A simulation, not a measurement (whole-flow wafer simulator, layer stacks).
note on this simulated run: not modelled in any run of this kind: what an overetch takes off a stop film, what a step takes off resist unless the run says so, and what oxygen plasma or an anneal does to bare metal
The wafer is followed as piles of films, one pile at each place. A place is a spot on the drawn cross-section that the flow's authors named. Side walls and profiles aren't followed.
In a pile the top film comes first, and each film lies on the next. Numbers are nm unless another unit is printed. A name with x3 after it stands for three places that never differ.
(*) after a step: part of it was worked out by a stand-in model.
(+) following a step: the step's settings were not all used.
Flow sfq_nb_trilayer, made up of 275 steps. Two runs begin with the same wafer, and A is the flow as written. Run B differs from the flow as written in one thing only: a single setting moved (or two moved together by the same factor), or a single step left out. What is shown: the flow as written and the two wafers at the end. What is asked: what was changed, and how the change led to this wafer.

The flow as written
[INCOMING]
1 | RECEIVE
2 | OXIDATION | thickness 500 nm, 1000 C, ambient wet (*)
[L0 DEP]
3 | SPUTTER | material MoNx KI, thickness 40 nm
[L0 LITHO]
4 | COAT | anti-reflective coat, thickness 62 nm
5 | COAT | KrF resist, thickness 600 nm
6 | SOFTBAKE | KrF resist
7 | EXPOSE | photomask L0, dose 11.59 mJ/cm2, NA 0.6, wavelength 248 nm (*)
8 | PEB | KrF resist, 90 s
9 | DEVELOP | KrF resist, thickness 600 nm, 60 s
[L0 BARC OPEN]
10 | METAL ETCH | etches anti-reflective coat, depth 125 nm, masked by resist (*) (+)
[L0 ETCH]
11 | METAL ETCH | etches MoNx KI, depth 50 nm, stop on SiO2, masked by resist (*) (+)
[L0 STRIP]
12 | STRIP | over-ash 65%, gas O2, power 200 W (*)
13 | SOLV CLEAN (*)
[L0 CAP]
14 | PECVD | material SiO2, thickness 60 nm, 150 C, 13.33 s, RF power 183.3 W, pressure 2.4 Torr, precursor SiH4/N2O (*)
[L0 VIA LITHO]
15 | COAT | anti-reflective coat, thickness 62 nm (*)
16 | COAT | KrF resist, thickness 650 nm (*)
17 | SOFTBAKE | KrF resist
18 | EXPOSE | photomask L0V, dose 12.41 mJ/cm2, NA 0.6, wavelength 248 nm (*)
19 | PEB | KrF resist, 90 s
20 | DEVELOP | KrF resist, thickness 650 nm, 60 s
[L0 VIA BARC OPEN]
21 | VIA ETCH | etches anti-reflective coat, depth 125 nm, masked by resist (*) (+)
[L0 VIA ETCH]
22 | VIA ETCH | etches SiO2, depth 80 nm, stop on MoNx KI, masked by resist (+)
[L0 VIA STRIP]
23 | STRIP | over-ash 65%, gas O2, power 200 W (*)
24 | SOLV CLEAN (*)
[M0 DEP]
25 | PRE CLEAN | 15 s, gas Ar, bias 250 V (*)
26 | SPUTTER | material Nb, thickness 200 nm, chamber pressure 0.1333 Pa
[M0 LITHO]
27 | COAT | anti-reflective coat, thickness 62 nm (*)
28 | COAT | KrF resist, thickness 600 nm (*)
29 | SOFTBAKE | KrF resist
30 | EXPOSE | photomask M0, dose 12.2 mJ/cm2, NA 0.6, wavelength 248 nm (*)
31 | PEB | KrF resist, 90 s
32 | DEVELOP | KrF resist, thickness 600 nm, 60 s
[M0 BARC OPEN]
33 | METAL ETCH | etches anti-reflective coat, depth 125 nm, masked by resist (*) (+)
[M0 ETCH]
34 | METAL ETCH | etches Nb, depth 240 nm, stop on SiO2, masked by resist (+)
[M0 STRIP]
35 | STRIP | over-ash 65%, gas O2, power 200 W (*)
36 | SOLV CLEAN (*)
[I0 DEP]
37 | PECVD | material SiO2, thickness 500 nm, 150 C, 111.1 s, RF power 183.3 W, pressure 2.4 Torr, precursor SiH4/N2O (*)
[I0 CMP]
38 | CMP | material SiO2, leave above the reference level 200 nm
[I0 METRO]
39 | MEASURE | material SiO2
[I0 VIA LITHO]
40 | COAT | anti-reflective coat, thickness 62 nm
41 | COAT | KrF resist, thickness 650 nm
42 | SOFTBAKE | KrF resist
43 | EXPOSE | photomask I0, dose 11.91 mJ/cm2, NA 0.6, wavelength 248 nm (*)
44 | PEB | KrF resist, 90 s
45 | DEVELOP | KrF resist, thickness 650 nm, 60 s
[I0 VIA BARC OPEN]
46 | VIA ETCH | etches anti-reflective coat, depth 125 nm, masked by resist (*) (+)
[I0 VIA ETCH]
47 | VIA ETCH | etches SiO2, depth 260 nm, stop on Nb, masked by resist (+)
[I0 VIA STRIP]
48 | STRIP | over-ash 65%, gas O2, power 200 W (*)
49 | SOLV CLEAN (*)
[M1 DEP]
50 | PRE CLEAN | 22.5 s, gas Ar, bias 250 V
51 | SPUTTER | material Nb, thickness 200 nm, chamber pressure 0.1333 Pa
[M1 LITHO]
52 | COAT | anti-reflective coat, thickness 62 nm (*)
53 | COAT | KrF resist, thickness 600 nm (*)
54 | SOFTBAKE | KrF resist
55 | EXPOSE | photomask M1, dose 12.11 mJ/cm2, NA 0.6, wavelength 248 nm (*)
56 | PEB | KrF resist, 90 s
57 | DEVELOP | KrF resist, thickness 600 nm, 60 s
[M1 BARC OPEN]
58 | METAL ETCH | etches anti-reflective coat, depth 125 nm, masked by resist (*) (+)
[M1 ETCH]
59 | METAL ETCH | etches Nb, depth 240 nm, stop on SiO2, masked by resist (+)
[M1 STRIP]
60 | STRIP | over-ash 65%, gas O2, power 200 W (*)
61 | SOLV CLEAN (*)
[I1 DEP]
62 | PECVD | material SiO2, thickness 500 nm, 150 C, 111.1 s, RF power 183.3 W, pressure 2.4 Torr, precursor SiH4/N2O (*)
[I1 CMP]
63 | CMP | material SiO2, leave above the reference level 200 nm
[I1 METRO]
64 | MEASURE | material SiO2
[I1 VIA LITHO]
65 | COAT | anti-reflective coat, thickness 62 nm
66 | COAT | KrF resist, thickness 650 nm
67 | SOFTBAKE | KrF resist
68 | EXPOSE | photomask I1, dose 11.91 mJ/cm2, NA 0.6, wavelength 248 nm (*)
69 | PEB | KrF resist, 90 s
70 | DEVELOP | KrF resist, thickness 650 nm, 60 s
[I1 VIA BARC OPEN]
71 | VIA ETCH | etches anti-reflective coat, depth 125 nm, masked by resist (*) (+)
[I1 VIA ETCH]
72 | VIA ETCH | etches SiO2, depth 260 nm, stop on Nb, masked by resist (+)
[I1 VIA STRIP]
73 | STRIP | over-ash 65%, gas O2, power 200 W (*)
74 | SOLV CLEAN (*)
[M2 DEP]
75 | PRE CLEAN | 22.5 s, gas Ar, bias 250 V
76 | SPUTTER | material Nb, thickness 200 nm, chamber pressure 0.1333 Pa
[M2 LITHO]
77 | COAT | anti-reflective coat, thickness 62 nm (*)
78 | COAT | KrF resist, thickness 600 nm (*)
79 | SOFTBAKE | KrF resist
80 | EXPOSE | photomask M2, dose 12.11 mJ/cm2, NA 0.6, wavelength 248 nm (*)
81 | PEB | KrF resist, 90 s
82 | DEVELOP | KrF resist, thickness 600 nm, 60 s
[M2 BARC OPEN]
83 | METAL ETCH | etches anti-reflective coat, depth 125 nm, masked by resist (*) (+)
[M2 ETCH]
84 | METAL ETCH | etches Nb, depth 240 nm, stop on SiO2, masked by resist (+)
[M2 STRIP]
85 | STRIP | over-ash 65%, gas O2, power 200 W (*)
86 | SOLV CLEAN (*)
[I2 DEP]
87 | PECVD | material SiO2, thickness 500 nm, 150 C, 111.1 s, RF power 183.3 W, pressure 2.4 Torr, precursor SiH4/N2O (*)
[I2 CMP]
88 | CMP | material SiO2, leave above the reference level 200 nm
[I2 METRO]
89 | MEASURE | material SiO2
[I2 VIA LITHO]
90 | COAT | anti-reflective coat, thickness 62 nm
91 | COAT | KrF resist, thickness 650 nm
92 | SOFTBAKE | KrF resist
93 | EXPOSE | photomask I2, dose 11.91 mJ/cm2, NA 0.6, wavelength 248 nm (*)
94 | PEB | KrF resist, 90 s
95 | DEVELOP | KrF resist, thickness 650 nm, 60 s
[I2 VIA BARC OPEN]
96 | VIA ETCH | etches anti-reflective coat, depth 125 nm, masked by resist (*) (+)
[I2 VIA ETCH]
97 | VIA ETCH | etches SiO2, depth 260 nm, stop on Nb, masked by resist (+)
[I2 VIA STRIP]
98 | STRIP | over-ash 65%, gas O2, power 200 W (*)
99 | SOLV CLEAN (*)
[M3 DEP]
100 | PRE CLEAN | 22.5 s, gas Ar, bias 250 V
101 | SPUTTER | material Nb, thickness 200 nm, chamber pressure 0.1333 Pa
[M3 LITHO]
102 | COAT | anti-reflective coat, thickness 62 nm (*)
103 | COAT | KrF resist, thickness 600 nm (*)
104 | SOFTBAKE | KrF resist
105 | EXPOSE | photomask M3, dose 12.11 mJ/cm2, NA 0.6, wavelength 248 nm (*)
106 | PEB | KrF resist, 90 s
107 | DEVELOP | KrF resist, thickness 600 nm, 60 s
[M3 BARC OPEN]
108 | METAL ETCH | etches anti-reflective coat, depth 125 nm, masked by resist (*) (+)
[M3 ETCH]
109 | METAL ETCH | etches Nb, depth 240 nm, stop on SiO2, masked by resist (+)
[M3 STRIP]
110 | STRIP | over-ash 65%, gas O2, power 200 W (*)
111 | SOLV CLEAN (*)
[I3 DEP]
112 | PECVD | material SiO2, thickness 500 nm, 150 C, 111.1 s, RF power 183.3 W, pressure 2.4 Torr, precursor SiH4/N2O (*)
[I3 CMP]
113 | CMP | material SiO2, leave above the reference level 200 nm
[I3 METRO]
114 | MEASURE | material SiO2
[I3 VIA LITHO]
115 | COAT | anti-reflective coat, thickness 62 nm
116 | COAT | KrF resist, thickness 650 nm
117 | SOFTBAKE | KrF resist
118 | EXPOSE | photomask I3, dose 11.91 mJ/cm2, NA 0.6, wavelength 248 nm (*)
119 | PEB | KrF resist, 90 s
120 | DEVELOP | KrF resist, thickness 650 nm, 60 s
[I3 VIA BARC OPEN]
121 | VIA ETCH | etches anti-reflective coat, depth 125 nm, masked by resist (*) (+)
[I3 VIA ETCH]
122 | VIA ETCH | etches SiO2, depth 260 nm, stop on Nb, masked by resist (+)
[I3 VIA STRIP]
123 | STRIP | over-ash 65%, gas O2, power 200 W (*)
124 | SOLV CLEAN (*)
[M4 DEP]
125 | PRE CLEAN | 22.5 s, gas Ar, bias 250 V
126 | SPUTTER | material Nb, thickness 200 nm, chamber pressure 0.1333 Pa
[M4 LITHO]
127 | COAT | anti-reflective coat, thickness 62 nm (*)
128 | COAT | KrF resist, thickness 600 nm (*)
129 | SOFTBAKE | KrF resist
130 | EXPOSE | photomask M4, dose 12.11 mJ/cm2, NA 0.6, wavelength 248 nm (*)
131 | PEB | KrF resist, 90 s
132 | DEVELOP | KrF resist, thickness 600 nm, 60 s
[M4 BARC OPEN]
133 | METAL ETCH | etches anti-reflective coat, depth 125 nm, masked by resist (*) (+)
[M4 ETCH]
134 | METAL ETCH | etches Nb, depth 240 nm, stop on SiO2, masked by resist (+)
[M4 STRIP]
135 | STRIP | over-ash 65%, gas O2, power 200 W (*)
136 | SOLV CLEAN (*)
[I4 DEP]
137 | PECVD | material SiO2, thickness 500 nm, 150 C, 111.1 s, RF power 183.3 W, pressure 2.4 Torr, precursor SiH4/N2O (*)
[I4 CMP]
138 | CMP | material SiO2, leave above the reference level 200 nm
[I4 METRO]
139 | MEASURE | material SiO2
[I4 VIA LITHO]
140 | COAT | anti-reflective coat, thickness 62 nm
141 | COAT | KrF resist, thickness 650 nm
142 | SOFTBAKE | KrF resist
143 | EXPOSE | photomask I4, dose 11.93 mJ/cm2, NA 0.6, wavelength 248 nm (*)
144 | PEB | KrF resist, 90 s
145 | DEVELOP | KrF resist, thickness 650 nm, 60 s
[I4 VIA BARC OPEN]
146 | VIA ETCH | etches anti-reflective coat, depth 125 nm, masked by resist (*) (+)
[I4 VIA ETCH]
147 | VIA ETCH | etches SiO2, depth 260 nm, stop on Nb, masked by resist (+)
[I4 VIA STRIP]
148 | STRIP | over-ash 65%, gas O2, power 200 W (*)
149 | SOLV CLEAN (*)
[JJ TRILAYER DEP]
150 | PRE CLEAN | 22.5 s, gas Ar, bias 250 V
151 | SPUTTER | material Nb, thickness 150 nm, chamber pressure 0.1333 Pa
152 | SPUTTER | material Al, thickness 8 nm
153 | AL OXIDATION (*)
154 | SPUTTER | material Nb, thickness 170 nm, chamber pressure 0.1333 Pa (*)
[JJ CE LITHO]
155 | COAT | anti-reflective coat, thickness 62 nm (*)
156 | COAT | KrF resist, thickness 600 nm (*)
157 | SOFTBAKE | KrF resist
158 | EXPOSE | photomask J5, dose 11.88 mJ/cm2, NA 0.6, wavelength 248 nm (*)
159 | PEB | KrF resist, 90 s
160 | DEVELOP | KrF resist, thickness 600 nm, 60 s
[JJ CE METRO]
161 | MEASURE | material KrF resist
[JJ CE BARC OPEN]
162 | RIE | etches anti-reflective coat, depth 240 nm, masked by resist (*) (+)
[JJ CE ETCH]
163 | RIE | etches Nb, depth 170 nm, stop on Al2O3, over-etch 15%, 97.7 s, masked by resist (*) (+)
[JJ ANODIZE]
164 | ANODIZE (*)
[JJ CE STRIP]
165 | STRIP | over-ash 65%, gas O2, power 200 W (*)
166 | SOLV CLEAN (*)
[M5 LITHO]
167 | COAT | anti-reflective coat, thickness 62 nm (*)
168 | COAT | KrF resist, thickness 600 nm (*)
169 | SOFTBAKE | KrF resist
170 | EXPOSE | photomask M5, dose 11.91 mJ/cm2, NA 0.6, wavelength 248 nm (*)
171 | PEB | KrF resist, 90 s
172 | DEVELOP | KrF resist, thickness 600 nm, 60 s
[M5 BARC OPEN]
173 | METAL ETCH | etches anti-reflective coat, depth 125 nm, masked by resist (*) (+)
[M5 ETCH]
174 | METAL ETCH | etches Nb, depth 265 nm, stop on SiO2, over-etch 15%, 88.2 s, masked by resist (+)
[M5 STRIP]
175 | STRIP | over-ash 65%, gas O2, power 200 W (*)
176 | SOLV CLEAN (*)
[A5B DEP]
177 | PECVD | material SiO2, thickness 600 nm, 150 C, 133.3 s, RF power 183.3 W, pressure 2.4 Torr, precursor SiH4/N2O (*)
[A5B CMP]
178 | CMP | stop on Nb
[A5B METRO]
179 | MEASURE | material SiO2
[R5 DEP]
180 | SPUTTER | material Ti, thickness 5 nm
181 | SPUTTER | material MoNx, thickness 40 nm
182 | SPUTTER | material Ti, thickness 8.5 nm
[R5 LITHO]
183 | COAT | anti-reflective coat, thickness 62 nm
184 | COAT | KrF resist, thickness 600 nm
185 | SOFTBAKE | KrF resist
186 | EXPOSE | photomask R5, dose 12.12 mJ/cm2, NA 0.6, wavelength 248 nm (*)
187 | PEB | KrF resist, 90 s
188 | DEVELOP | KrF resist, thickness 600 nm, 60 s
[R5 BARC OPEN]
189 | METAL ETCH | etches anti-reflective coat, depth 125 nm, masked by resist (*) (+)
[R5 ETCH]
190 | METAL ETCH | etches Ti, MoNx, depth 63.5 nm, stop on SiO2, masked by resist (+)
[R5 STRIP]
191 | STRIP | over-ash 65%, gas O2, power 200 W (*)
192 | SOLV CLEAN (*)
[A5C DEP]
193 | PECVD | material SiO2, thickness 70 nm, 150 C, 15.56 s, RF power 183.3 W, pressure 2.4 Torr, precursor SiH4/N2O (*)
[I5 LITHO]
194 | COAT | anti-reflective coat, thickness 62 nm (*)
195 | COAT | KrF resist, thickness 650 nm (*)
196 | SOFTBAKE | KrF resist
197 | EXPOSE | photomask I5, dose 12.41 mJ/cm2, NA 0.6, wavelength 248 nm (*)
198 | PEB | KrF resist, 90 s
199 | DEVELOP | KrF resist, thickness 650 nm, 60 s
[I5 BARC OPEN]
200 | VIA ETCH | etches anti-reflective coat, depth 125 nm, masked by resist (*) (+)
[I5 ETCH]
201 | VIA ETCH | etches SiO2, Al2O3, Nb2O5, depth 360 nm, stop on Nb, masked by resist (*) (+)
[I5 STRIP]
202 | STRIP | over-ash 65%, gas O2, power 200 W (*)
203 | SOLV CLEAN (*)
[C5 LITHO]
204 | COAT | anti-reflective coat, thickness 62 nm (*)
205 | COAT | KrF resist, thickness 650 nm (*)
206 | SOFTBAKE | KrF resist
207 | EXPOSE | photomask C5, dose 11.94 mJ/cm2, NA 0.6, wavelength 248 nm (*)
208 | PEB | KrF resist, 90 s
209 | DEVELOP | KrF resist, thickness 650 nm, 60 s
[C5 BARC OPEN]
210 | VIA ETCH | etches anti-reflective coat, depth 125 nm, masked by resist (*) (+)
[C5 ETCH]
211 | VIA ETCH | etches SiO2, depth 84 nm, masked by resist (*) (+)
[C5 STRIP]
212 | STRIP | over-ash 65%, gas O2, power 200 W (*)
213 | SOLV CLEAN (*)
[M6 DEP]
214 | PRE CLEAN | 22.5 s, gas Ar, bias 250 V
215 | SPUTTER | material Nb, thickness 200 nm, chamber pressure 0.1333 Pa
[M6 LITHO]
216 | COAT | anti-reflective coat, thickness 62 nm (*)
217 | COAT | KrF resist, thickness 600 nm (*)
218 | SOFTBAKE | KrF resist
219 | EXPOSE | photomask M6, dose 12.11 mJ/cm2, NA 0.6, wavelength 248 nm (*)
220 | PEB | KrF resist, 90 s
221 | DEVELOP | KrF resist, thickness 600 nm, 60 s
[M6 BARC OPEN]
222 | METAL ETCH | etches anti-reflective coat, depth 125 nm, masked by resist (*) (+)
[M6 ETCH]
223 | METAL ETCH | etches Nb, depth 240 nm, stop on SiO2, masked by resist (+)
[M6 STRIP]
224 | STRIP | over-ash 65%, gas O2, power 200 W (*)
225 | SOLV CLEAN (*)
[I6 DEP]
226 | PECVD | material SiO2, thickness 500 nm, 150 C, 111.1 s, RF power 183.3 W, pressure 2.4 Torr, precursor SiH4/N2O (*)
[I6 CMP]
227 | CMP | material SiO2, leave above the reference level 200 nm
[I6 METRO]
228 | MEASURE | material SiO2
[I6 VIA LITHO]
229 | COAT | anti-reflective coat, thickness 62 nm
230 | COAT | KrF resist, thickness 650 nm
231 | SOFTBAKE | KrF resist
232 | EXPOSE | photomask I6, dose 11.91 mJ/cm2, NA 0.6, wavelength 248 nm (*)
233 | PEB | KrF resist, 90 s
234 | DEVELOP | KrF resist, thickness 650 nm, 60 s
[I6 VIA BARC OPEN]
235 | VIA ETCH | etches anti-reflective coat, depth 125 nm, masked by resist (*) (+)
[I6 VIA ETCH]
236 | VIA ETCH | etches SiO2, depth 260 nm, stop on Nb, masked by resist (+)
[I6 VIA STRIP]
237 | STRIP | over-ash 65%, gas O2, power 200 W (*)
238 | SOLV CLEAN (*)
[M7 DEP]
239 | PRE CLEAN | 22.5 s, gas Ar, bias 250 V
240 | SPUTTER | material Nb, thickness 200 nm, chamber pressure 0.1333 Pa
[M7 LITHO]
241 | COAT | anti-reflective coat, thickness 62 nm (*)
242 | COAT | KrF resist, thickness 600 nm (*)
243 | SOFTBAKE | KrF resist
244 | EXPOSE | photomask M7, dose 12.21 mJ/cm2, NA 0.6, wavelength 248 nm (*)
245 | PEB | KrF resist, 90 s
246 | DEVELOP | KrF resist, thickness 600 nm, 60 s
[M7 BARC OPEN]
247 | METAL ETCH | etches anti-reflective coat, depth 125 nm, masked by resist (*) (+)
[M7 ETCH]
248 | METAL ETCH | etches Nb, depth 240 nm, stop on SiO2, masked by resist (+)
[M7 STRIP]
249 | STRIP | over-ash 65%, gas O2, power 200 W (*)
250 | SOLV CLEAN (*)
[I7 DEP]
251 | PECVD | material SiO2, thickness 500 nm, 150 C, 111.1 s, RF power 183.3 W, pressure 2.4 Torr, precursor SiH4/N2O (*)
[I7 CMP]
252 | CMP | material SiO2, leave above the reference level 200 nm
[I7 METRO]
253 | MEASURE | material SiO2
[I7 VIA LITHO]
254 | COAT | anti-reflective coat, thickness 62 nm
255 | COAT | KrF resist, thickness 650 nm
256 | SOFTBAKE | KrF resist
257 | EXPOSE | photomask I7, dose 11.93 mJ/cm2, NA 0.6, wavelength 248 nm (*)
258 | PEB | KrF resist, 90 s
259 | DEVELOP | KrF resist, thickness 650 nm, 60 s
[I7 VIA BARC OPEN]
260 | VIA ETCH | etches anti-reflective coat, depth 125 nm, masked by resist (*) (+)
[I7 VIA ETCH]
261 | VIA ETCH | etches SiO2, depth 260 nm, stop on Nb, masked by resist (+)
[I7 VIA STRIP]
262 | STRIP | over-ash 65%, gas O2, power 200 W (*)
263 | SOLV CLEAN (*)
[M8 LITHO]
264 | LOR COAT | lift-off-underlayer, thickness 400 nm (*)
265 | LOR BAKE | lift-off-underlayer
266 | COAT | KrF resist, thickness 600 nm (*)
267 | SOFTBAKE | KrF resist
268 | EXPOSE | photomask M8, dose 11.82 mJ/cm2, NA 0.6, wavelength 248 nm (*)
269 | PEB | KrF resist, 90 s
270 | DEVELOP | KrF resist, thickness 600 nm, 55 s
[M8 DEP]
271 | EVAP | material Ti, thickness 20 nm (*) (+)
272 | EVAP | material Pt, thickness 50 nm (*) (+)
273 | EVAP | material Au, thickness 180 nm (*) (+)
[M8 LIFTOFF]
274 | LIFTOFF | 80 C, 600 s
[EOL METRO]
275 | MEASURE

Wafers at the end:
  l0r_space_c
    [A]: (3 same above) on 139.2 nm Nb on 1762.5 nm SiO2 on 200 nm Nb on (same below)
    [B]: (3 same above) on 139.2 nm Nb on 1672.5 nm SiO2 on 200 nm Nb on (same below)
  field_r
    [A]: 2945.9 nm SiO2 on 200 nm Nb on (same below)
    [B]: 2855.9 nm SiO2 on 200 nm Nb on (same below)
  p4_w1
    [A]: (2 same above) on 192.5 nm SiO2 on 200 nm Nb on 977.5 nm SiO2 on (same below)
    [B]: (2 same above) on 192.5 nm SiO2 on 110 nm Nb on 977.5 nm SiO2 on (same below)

Cause: step 101, SPUTTER: thickness 110 nm was run, though the flow has thickness 200 nm.
One can read it off the wafer: p4_w1 has Nb 110, and step 101 as written asks for 200 nm.

The path from the change to this, step by step:
  101 | SPUTTER | material Nb, thickness 200 nm, chamber pressure 0.1333 Pa
      field_l, v_sur, via_wl and 102 more: A +200 Nb (new film) | B +110 Nb (new film)
      via_w: A +165.5 Nb | B +90.7 Nb
  102 | COAT | anti-reflective coat, thickness 62 nm (*)
      via_wl, via_wr: A +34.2 anti-reflective coat (new film) | B +32.8 anti-reflective coat (new film)
      via_w: A +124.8 anti-reflective coat (new film) | B +120.2 anti-reflective coat (new film)
  109 | METAL ETCH | etches Nb, depth 240 nm, stop on SiO2, masked by resist (+)
      field_l, be, be_sur and 72 more: A -200 Nb (all of it) | B -110 Nb (all of it)
      v_sur, via_wl, via_w and 28 more: A -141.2 KrF resist | B -97.1 KrF resist
  110 | STRIP | over-ash 65%, gas O2, power 200 W (*)
      p4_w1, p4_w2, p4_w3 and 21 more: A -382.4 KrF resist (all of it), -62 anti-reflective coat (all of it) | B -426.5 KrF resist (all of it), -62 anti-reflective coat (all of it)
      via_wl, via_wr: A -384.2 KrF resist (all of it), -34.2 anti-reflective coat (all of it) | B -430.7 KrF resist (all of it), -32.8 anti-reflective coat (all of it)
      (as well as at 5 more places)
  112 | PECVD | material SiO2, thickness 500 nm, 150 C, 111.1 s, RF power 183.3 W, pressure 2.4 Torr, precursor SiH4/N2O (*)
      p4_g1, p4_g2, p3_s0, p3_s1, p3_s2, p3_s3, p3_s4, p3_s5: A +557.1 SiO2 | B +500 SiO2
      via_w: A +615 SiO2 (new film) | B +590 SiO2 (new film)
  113 | CMP | material SiO2, leave above the reference level 200 nm
      field_l, be, be_sur and 64 more: A -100 SiO2 | B -190 SiO2
      p4_g1, p4_g2, p3_s0, p3_s1, p3_s2, p3_s3, p3_s4, p3_s5: A -157.1 SiO2 | B -190 SiO2
      (as well as at 1 more place)
